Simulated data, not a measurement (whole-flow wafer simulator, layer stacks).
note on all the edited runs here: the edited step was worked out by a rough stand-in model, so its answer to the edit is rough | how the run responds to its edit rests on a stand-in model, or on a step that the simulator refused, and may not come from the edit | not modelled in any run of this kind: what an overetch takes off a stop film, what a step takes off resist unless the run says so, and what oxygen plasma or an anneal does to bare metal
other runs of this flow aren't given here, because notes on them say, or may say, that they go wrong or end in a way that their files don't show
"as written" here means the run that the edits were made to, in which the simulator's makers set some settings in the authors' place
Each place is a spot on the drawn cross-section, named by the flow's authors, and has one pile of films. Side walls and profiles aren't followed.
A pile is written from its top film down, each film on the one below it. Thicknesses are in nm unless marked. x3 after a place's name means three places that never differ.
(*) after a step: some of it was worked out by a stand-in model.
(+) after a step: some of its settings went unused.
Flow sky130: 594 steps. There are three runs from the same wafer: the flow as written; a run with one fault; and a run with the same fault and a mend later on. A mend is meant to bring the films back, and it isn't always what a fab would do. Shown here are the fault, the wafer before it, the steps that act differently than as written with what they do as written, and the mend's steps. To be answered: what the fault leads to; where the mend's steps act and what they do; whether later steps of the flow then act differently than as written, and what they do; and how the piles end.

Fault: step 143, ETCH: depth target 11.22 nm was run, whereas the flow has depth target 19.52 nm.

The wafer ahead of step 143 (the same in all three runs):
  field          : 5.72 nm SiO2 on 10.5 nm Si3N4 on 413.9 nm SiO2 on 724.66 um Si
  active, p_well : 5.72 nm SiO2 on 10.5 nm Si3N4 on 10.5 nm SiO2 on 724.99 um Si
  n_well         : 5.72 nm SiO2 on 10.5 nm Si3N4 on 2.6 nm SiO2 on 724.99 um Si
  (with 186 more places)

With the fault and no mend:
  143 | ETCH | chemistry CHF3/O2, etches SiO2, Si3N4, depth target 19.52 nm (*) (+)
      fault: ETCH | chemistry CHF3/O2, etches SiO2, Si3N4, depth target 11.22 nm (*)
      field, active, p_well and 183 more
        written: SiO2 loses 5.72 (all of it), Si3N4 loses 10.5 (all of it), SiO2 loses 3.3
        fault: SiO2 loses 5.72 (all of it), Si3N4 loses 5.5
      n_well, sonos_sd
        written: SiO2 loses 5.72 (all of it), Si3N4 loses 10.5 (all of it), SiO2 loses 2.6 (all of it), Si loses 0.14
        fault: SiO2 loses 5.72 (all of it), Si3N4 loses 5.5
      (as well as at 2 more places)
  Steps further on in the flow that do not act as written (not shown: 46 more steps that differ only slightly, by at most 2% or 0.5 nm, whichever is larger):
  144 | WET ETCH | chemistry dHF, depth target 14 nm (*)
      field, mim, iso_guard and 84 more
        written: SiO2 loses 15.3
        fault: Si3N4 loses 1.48
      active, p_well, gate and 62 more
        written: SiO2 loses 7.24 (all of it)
        fault: Si3N4 loses 1.48
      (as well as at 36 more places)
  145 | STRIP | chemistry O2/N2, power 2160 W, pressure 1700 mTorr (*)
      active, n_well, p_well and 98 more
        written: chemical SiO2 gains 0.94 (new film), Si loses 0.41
        fault: nothing
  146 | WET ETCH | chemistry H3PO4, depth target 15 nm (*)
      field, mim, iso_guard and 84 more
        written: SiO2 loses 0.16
        fault: Si3N4 loses 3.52 (all of it), SiO2 loses 0.12
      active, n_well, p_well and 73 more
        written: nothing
        fault: Si3N4 loses 3.52 (all of it), SiO2 loses 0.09
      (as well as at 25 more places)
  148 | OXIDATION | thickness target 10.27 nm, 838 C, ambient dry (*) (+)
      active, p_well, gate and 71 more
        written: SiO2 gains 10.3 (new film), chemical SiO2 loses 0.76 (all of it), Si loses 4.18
        fault: SiO2 gains 6.52, Si loses 2.87
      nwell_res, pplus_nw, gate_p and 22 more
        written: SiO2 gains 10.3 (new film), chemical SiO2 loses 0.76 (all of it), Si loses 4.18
        fault: SiO2 gains 6.54, Si loses 2.88
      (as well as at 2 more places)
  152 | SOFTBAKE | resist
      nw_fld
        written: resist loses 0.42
        fault: resist gains 1.42
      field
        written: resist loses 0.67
        fault: resist loses 0.04
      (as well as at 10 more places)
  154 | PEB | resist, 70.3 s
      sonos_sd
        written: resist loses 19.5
        fault: resist loses 20.1
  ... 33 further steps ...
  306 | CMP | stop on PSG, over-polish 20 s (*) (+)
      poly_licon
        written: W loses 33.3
        fault: W loses 50
  The piles end different from the flow's at field, gate_hv, m1 and 127 more by more than 2% or 0.5 nm, whichever is larger.
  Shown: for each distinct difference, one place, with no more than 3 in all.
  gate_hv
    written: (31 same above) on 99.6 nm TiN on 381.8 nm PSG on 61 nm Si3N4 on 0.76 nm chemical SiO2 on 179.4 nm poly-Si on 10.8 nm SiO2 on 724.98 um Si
    fault: (31 same above) on 99.6 nm TiN on 375.5 nm PSG on 61 nm Si3N4 on 0.76 nm chemical SiO2 on 179.4 nm poly-Si on 17.1 nm SiO2 on 724.99 um Si
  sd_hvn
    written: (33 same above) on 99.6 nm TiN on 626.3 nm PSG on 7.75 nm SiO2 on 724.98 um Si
    fault: (33 same above) on 99.6 nm TiN on 620.1 nm PSG on 13.9 nm SiO2 on 724.98 um Si
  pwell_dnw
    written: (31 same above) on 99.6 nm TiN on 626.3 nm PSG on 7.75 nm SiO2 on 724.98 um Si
    fault: (31 same above) on 99.6 nm TiN on 620.1 nm PSG on 13.9 nm SiO2 on 724.98 um Si

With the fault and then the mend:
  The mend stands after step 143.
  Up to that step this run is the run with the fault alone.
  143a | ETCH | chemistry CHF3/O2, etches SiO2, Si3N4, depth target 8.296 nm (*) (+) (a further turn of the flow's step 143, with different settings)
      field, active, p_well and 183 more
        Si3N4 loses 5 (all of it), SiO2 loses 3.3
      n_well, sonos_sd
        Si3N4 loses 5 (all of it), SiO2 loses 2.6 (all of it), Si loses 0.14
      sonos_cell, sonos_cell_x
        resist loses 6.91
  None of the later steps of the flow differs from how it acts as written, at any place that is followed, by more than 2% or 0.5 nm, whichever is larger.
  By the end, the piles equal the flow's at every place that both follow.
